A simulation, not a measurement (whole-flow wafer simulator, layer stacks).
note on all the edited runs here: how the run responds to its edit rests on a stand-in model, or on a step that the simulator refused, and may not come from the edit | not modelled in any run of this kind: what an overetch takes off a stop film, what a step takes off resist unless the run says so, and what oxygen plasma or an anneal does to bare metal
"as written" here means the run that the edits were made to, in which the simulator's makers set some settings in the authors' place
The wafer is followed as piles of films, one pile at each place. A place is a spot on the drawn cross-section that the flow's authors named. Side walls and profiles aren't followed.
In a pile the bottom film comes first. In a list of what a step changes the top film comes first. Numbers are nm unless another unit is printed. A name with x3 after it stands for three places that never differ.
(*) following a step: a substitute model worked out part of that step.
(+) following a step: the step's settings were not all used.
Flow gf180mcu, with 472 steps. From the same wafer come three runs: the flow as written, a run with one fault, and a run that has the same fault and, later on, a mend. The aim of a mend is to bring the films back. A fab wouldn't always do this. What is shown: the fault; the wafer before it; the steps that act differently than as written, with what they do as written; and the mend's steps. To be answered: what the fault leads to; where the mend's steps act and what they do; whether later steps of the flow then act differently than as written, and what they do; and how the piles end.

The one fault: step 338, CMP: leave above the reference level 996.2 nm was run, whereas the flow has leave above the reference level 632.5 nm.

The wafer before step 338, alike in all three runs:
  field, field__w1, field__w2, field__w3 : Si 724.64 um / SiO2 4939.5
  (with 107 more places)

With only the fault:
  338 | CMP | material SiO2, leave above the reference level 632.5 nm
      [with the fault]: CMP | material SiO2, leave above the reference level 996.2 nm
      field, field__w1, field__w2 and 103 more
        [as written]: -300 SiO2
        [with the fault]: nothing
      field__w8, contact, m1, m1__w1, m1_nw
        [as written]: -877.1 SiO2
        [with the fault]: -513.4 SiO2
  Steps later in the flow that act otherwise than as written (not shown: 3 more steps that differ only slightly, by at most 2% or 0.5 nm, whichever is larger):
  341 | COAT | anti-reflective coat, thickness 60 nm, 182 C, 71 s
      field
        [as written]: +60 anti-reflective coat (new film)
        [with the fault]: +85.5 anti-reflective coat (new film)
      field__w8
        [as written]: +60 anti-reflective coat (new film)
        [with the fault]: +26.4 anti-reflective coat (new film)
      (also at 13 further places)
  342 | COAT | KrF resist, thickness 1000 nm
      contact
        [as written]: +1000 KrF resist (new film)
        [with the fault]: +976.4 KrF resist (new film)
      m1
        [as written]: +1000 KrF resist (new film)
        [with the fault]: +973.6 KrF resist (new film)
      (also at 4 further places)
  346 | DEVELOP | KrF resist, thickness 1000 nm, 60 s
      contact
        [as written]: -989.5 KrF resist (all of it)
        [with the fault]: -966.1 KrF resist (all of it)
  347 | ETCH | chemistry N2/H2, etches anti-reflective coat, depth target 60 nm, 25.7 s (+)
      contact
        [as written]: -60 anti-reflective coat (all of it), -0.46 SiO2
        [with the fault]: -30.3 anti-reflective coat (all of it), -1.22 SiO2
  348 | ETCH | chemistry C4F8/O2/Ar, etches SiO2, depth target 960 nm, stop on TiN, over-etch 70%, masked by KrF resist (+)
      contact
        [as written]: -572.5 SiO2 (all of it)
        [with the fault]: -935.4 SiO2 (all of it)
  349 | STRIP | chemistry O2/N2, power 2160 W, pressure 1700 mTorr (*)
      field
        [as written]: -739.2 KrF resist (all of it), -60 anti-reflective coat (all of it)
        [with the fault]: -727.4 KrF resist (all of it), -85.5 anti-reflective coat (all of it)
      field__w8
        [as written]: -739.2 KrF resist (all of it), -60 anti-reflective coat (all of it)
        [with the fault]: -732.1 KrF resist (all of it), -26.4 anti-reflective coat (all of it)
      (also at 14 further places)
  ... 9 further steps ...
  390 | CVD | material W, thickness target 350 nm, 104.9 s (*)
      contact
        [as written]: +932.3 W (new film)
        [with the fault]: +994 W (new film)
  By the end, the piles at field, field__w1, field__w2 and 109 more depart from the flow's by more than 2% or 0.5 nm, whichever is larger.
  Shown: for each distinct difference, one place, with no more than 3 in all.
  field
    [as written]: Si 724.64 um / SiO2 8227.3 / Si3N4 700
    [with the fault]: Si 724.64 um / SiO2 8588.6 / Si3N4 700
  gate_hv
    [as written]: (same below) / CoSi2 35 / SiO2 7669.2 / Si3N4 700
    [with the fault]: (same below) / CoSi2 35 / SiO2 8030.5 / Si3N4 700
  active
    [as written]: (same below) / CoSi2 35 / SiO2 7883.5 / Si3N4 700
    [with the fault]: (same below) / CoSi2 35 / SiO2 8244.9 / Si3N4 700

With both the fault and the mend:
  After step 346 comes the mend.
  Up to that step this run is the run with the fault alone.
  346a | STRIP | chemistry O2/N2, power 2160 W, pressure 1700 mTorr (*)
      iso_ptap_pw, iso_ntap_nw, iso_nw_fld and 33 more
        -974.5 KrF resist (all of it), -60 anti-reflective coat (all of it)
      field_sub, field_sub__w1, field_sub__w2 and 15 more
        -975.1 KrF resist (all of it), -60.2 anti-reflective coat (all of it)
      field__w6, field__w7, field__w11 and 7 more
        -975.2 KrF resist (all of it), -60.2 anti-reflective coat (all of it)
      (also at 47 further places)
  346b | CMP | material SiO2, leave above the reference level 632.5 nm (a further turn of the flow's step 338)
      field, field__w1, field__w2 and 103 more
        -300 SiO2
      field__w8, contact, m1, m1__w1, m1_nw
        -363.7 SiO2
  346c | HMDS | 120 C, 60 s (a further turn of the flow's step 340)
      does not change any film at any place that is followed
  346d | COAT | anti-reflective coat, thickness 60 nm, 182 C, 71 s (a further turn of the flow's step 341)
      field, field__w1, field__w2 and 108 more
        +60 anti-reflective coat (new film)
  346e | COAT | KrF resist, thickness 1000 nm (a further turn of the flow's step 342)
      field, field__w1, field__w2 and 108 more
        +1000 KrF resist (new film)
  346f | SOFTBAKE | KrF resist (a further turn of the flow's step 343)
      does not change any film at any place that is followed
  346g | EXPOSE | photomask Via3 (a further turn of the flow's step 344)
      does not change any film at any place that is followed
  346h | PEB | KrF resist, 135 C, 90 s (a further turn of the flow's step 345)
      field, field__w1, field__w2 and 108 more
        -10.5 KrF resist
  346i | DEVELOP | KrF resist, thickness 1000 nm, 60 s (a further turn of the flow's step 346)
      field, field__w1, field__w2 and 107 more
        -14.9 KrF resist
      contact
        -989.5 KrF resist (all of it)
  None of the later steps of the flow acts differently than as written at any place that is followed.
  The piles end the same as the flow's at every place that both follow.
